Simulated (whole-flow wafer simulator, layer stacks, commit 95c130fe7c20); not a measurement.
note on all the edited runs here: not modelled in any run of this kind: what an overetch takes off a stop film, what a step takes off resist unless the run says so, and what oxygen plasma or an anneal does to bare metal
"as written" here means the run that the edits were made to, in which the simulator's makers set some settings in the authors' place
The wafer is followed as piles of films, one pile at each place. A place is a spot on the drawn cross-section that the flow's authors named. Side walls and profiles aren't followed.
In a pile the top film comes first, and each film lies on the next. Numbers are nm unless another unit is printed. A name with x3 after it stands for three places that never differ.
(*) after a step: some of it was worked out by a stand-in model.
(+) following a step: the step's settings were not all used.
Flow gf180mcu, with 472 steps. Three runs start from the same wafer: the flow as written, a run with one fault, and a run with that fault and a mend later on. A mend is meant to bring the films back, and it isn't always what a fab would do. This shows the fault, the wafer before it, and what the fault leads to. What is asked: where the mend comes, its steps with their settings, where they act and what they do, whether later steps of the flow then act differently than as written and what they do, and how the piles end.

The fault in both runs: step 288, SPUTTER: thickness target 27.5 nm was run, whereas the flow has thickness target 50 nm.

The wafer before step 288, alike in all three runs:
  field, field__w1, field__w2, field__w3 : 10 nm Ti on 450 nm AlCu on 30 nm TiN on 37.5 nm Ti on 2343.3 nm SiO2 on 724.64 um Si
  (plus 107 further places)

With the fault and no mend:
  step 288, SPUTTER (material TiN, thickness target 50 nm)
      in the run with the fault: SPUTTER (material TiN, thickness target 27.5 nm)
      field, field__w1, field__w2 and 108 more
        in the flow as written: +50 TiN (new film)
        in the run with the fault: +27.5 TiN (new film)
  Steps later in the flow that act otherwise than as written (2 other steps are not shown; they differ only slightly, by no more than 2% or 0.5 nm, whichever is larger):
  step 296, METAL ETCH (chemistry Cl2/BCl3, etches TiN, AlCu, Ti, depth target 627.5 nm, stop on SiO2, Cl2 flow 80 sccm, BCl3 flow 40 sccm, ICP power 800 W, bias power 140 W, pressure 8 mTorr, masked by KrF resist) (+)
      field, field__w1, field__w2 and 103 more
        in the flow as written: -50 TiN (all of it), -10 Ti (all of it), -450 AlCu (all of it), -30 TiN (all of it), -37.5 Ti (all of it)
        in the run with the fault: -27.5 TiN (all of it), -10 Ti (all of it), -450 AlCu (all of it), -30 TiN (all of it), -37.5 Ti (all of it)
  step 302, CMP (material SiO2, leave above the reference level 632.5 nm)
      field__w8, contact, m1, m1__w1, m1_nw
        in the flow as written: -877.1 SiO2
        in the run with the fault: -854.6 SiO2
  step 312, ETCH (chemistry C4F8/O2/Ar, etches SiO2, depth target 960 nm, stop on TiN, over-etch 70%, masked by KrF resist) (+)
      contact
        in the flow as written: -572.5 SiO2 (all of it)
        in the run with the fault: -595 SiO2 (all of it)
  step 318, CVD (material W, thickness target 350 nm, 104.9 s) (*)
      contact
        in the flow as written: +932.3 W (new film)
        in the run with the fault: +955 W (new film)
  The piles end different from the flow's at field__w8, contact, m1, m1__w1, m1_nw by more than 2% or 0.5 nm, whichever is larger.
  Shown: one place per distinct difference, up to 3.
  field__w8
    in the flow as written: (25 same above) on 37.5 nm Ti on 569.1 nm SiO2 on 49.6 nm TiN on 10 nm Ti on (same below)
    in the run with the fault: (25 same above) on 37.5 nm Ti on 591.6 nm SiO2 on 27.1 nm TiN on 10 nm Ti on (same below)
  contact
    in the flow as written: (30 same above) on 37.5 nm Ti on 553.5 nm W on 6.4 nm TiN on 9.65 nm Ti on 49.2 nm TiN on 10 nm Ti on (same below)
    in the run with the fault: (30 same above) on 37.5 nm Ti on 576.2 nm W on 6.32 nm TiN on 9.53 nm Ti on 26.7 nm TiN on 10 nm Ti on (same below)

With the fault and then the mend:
  After step 288 comes the mend.
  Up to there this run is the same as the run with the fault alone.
  step 288a, SPUTTER (material TiN, thickness target 22.5 nm) (the flow's step 288, run once more with other settings)
      field, field__w1, field__w2 and 108 more
        +22.5 TiN
  Later steps of the flow that are run all act as written at every place that is followed.
  The piles end the same as the flow's at every place that both follow.
